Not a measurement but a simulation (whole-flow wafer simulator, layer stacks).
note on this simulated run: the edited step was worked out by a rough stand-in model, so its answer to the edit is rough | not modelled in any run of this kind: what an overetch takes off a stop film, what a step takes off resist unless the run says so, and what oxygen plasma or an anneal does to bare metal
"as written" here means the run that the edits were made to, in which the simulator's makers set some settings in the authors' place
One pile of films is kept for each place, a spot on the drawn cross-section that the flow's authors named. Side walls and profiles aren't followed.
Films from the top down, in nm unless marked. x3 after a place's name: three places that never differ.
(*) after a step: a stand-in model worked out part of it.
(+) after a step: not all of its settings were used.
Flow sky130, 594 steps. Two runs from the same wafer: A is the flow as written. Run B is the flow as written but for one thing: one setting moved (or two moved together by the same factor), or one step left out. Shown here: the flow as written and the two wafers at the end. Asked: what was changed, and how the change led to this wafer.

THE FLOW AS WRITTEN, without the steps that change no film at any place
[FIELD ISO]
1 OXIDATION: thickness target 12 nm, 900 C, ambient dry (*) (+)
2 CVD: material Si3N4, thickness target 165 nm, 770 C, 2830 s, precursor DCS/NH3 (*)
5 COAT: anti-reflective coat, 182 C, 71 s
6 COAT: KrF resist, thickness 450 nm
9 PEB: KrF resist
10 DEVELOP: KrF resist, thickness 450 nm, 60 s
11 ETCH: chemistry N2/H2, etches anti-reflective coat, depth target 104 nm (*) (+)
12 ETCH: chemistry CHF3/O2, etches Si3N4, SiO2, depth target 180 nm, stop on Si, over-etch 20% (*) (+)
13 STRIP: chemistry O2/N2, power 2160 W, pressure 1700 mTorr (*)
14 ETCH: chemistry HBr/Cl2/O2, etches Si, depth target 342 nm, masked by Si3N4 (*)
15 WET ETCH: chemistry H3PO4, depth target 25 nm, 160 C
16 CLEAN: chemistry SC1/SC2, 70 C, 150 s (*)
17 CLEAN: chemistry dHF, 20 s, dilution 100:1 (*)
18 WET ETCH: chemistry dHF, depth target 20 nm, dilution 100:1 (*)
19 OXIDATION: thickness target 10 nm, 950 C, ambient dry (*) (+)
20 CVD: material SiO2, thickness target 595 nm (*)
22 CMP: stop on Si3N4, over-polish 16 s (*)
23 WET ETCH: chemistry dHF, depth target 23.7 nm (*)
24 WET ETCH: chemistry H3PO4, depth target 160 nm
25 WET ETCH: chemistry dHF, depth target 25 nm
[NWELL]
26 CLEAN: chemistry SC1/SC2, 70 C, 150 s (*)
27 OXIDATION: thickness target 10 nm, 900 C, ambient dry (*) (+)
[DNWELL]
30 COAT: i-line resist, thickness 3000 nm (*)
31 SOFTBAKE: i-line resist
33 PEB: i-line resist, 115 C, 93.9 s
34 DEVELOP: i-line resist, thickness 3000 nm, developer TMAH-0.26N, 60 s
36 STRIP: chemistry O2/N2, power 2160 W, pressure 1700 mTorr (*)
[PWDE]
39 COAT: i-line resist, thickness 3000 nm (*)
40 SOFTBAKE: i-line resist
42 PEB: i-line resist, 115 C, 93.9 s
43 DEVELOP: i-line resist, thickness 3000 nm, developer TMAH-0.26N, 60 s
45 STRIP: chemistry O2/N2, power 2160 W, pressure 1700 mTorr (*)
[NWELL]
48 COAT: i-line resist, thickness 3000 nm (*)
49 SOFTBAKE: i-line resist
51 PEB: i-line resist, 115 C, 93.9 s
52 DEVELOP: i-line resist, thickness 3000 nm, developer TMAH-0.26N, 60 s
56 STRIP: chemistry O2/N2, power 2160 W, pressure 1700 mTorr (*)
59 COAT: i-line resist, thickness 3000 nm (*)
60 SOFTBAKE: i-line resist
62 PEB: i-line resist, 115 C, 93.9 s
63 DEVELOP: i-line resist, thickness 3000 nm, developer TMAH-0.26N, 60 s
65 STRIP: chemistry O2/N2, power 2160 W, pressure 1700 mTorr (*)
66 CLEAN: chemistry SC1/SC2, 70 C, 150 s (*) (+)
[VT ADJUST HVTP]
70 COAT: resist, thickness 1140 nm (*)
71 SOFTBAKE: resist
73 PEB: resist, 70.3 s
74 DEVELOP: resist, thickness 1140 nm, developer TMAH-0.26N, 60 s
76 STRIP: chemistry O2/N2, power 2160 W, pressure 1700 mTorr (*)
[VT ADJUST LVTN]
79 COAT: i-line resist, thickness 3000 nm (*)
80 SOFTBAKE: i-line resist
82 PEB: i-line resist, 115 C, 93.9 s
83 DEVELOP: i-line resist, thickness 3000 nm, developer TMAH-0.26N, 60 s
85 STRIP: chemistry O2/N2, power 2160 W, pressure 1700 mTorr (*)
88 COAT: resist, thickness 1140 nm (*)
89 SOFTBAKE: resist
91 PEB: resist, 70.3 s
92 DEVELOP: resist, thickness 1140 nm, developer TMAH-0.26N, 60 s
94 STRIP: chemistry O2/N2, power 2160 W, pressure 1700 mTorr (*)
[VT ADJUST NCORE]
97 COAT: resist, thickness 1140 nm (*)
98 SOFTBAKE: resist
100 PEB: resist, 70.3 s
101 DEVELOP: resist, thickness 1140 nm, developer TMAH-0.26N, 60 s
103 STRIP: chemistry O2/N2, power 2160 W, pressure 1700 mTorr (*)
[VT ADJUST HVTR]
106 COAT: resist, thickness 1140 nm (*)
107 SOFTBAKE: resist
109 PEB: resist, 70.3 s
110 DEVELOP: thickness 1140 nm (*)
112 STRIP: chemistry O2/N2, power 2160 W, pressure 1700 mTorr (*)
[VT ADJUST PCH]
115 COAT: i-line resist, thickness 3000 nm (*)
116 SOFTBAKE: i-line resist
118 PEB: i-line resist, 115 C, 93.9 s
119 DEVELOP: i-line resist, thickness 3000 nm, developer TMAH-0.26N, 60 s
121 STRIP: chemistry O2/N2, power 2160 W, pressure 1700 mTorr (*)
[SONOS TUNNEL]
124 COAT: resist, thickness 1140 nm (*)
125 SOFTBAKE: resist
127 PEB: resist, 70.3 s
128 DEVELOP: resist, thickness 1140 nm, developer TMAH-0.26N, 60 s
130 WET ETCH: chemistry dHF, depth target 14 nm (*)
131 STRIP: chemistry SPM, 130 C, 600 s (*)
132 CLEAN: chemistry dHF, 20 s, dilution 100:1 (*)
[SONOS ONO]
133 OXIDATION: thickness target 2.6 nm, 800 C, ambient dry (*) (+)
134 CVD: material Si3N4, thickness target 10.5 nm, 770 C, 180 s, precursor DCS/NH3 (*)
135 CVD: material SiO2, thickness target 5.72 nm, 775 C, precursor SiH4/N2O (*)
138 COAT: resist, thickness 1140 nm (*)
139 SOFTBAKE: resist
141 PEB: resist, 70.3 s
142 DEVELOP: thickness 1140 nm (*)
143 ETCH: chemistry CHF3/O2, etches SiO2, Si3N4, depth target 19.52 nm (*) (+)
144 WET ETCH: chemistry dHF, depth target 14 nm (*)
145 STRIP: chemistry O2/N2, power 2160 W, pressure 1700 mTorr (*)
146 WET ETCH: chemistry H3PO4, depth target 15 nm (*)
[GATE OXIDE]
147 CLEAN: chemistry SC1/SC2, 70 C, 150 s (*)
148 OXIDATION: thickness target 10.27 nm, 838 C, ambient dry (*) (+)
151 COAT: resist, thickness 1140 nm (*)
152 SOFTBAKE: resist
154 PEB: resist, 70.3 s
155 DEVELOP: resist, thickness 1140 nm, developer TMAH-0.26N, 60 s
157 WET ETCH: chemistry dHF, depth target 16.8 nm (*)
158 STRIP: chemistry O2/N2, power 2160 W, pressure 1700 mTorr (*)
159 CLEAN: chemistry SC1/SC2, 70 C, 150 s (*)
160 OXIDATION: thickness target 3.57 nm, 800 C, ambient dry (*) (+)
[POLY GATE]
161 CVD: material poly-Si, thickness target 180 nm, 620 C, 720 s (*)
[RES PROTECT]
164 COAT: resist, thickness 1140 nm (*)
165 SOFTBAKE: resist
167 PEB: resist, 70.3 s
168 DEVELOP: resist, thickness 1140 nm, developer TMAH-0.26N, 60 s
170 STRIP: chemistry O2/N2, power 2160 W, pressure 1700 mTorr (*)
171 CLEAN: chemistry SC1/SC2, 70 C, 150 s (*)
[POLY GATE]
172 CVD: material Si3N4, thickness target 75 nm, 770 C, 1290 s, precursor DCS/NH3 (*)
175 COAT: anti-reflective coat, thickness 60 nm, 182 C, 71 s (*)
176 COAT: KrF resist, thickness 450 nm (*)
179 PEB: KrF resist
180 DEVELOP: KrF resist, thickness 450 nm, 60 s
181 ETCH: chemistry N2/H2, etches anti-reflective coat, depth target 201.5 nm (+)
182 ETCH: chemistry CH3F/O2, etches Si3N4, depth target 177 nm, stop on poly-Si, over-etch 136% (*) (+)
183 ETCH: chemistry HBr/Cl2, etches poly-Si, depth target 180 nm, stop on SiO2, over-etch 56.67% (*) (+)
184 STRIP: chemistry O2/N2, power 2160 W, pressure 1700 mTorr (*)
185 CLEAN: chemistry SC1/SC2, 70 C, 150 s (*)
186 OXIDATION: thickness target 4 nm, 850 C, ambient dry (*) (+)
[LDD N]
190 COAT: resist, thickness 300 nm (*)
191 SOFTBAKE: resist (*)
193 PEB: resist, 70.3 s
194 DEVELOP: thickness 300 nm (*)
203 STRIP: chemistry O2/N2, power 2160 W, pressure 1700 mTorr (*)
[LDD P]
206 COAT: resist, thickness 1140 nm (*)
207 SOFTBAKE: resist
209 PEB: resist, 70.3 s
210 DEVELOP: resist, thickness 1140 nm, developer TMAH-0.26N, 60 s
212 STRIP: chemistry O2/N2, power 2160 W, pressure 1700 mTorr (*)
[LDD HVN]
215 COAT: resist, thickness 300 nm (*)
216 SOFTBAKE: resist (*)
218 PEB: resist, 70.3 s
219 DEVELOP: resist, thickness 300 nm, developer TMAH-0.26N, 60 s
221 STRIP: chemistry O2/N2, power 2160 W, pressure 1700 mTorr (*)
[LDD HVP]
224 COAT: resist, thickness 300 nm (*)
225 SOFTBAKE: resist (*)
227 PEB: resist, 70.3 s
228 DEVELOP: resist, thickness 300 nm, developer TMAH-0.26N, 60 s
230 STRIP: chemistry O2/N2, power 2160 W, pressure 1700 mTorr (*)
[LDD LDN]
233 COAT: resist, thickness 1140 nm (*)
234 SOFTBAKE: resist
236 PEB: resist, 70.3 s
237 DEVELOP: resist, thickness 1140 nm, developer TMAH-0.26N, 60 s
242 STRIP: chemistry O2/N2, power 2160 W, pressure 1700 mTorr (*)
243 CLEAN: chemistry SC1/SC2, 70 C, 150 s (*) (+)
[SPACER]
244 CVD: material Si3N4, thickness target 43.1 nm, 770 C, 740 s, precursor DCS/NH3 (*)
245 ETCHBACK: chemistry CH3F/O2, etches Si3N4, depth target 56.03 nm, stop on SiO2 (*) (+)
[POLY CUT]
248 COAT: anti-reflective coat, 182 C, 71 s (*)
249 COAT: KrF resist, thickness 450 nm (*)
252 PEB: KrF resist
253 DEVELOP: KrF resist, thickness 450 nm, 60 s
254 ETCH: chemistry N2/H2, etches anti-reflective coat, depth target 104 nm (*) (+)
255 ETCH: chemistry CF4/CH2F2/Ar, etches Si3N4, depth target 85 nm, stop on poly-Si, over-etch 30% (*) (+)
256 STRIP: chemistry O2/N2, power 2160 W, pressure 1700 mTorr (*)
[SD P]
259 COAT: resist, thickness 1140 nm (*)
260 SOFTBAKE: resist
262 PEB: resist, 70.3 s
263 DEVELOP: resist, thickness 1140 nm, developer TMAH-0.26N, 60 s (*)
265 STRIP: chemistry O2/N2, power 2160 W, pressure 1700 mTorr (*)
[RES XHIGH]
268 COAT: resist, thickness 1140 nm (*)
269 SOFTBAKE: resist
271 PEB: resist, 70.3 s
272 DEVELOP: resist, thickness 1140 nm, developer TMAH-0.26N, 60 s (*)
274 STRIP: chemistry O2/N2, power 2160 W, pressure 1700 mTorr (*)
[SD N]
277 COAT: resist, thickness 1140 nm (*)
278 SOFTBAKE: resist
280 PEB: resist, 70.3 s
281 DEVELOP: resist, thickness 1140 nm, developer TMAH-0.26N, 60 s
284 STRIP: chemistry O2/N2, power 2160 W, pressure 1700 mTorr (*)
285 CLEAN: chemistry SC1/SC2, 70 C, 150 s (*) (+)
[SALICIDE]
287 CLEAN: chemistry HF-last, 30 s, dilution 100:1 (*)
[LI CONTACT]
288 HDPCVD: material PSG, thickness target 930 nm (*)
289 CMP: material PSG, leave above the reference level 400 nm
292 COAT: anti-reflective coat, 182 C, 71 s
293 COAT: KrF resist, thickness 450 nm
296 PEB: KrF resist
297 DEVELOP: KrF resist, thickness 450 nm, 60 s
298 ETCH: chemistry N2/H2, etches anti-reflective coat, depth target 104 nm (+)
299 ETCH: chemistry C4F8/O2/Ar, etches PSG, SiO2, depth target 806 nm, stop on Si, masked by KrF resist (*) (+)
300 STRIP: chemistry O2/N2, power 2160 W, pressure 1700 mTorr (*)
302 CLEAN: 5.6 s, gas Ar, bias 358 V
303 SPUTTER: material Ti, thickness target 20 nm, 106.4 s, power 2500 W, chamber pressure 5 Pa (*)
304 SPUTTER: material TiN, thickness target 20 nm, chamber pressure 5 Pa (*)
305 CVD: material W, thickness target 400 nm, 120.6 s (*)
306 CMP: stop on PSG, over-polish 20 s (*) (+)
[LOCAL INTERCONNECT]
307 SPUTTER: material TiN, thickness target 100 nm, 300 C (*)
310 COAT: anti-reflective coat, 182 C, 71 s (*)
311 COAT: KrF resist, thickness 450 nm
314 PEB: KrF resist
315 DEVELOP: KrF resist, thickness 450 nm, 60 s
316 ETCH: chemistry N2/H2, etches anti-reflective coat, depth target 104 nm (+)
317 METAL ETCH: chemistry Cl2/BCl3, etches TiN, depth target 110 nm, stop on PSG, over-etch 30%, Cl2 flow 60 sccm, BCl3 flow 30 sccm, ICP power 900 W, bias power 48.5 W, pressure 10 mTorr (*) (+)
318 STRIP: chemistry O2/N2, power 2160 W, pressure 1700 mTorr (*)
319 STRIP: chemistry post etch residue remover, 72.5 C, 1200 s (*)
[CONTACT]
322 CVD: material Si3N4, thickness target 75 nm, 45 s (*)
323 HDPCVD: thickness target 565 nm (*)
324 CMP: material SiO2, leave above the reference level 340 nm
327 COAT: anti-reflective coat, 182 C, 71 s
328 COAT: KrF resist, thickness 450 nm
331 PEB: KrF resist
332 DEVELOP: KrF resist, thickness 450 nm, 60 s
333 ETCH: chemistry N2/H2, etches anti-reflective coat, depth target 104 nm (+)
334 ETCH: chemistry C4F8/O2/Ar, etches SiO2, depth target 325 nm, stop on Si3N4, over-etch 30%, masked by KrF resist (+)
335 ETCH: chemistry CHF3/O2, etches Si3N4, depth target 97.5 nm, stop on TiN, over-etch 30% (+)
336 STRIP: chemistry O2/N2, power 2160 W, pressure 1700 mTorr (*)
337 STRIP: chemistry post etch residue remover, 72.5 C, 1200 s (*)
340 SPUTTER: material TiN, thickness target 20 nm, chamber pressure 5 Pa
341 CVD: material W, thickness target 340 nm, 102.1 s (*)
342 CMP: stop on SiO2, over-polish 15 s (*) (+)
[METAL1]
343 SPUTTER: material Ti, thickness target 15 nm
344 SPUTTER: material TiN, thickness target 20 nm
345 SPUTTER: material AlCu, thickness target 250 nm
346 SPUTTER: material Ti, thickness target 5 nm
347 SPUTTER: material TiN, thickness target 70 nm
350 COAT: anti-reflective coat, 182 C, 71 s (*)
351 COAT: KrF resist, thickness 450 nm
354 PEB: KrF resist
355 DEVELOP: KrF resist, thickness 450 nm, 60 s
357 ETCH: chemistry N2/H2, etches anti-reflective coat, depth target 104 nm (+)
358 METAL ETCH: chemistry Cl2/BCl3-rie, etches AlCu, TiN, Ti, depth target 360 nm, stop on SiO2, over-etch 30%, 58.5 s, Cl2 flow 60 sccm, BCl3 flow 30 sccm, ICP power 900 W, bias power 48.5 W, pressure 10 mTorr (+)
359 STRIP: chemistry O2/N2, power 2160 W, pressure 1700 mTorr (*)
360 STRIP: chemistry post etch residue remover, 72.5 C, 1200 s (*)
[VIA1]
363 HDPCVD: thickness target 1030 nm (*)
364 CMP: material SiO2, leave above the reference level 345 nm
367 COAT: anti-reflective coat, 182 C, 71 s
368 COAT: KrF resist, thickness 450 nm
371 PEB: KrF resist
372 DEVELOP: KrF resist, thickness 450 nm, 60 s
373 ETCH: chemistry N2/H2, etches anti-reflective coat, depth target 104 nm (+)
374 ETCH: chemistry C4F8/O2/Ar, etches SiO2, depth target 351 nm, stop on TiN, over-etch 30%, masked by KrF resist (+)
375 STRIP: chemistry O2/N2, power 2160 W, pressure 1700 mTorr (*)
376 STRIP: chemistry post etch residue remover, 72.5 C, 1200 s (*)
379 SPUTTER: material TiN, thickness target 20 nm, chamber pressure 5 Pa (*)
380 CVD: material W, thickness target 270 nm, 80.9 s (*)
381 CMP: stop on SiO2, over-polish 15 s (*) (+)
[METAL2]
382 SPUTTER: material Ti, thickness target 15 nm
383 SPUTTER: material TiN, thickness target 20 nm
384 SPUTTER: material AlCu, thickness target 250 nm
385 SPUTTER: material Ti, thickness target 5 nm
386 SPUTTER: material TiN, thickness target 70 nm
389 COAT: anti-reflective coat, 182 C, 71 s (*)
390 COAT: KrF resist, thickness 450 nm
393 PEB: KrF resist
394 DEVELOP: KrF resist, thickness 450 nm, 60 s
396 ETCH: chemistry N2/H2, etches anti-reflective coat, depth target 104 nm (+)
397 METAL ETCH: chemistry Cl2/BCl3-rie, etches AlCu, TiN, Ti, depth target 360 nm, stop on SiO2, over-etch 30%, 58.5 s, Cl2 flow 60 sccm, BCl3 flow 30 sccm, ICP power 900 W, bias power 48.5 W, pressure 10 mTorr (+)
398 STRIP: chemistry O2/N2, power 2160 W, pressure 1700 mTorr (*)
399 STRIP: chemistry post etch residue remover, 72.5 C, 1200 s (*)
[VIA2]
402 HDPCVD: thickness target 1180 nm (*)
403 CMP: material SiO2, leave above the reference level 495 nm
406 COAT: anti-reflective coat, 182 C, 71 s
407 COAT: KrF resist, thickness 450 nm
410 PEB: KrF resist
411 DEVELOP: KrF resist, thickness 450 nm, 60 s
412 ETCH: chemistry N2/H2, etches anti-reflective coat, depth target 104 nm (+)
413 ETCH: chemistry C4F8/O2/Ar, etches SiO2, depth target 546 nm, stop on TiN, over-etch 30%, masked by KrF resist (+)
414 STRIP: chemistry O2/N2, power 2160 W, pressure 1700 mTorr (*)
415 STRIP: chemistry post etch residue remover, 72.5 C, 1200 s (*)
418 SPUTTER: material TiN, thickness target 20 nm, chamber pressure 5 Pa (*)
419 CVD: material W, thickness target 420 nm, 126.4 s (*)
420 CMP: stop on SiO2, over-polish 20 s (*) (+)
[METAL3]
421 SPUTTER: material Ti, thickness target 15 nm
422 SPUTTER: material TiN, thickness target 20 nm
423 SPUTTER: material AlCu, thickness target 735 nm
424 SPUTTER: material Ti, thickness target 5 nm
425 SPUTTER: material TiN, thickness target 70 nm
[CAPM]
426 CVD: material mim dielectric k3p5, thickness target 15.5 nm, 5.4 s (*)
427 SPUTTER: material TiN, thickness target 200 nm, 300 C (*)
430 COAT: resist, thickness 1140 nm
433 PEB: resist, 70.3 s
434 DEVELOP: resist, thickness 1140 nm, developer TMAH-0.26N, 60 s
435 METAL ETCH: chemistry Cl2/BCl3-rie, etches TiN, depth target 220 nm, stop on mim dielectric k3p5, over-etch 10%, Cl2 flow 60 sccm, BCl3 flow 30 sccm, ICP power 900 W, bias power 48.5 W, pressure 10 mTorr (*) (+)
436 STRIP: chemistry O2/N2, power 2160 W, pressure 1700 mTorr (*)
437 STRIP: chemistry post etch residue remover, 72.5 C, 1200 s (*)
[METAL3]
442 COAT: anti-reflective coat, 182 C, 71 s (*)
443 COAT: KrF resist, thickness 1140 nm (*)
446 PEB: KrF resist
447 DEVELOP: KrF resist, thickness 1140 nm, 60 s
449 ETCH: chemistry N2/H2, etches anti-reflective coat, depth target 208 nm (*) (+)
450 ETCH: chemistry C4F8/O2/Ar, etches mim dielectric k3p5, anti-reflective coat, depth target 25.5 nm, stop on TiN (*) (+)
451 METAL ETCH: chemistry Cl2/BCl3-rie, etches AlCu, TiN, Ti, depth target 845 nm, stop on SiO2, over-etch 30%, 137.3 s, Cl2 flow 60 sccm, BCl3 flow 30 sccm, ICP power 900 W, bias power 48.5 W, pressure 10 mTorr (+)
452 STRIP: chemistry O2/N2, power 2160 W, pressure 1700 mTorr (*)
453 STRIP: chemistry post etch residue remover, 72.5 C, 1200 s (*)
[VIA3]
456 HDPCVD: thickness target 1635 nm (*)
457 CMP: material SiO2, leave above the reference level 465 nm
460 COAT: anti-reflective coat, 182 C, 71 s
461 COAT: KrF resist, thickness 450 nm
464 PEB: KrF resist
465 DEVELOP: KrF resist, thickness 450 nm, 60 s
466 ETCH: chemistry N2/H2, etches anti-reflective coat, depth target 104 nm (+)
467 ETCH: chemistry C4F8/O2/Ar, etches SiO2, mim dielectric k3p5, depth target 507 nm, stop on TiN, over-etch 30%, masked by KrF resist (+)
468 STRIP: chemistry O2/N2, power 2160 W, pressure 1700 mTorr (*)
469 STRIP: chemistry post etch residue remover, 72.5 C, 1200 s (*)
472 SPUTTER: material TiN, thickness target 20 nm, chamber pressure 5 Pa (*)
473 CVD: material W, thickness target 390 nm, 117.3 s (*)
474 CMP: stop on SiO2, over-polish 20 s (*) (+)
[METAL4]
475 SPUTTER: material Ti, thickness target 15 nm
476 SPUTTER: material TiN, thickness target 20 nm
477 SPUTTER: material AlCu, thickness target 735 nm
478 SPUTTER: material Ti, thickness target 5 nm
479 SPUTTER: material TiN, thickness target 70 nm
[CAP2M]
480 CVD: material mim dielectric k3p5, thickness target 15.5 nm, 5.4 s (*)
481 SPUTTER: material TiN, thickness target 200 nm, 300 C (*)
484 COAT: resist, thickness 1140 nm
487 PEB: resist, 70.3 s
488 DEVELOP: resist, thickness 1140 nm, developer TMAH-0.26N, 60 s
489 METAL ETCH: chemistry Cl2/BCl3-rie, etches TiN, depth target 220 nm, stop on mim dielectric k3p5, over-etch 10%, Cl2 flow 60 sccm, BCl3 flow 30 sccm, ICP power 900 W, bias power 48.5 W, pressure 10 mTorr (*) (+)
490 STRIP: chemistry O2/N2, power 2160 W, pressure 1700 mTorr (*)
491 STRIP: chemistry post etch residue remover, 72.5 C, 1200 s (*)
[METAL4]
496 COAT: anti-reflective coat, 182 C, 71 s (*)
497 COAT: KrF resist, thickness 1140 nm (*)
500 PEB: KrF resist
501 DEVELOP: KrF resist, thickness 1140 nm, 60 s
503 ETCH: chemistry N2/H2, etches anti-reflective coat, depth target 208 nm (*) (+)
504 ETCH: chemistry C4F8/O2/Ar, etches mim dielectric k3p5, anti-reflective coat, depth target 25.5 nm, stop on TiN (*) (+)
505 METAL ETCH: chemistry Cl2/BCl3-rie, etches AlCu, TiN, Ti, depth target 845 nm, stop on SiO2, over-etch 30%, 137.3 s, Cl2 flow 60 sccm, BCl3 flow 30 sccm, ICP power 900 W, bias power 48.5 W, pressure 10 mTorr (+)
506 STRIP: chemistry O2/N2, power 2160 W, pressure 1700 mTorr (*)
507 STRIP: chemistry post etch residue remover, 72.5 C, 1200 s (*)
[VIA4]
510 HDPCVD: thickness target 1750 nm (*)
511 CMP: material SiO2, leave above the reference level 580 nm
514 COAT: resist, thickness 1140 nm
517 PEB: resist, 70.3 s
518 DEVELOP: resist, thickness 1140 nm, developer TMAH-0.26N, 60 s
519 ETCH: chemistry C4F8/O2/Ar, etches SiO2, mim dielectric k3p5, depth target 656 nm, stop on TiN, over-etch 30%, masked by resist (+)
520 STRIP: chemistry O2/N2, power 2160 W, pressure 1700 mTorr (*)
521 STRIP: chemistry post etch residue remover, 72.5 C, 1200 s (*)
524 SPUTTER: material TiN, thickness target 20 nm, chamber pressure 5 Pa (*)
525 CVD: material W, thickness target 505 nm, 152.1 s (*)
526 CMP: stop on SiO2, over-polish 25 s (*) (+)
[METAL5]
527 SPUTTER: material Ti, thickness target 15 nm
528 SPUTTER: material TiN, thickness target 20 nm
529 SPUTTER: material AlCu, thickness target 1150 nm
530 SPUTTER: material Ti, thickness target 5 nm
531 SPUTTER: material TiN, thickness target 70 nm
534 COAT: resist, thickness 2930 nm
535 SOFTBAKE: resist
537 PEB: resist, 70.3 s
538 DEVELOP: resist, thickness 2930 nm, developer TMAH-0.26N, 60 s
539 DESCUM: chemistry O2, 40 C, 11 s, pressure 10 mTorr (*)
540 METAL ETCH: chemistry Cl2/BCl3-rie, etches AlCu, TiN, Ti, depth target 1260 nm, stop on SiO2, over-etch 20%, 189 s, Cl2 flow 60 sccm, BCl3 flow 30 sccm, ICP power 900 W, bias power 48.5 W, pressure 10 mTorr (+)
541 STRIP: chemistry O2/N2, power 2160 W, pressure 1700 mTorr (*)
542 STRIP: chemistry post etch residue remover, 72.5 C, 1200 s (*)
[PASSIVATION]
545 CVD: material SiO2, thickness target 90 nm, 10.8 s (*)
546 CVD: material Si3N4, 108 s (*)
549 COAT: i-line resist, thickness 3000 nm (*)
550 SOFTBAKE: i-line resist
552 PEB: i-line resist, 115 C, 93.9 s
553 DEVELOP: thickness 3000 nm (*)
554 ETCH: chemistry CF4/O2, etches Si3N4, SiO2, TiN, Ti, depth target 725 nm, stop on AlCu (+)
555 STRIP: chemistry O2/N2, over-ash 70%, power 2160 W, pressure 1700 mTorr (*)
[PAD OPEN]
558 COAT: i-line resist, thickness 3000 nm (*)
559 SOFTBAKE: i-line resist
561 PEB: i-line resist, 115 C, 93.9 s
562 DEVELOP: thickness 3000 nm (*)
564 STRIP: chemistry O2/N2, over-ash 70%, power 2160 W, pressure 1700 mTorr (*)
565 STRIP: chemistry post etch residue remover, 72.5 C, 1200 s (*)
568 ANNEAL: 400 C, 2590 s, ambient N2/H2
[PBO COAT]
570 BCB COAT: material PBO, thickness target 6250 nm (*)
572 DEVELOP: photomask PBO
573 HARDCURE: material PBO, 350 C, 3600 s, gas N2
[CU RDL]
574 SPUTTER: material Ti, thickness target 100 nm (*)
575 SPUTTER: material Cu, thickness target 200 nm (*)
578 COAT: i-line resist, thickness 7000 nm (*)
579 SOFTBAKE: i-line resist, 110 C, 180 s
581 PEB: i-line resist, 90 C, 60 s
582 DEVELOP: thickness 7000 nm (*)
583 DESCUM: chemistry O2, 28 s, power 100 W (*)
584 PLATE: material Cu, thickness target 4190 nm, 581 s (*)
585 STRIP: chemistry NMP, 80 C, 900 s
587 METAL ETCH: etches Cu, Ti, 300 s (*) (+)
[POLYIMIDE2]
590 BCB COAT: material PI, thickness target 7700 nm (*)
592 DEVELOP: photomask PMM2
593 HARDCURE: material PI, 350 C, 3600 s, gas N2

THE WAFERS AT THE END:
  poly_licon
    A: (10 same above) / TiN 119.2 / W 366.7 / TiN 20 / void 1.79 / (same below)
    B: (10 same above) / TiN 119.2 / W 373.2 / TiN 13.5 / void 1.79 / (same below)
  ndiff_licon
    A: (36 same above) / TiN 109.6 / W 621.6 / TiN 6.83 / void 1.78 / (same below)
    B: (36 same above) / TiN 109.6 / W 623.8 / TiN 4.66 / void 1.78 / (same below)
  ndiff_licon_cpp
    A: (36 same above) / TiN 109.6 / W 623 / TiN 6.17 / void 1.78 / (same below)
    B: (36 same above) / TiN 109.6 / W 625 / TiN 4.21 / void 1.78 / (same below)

The cause: step 304, SPUTTER: thickness target 13.5 nm was run, where the flow has thickness target 20 nm.
It can be read off the wafer: poly_licon has TiN 13.5, and step 304 as written asks for 20 nm.

How the change led to this, step by step:
  304 SPUTTER: material TiN, thickness target 20 nm, chamber pressure 5 Pa (*)
      field, active, n_well and 185 more: A TiN +20 (new film) | B TiN +13.5 (new film)
      ndiff_licon: A TiN +6.83 (new film) | B TiN +4.66 (new film)
      (and at 2 more places)
  306 CMP: stop on PSG, over-polish 20 s (*) (+)
      field, active, n_well and 184 more: A W -400 (all of it), TiN -20 (all of it), Ti -20 (all of it), PSG -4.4 | B W -400 (all of it), TiN -13.5 (all of it), Ti -20 (all of it), PSG -4.4
      poly_licon: A W -33.3 | B W -26.8
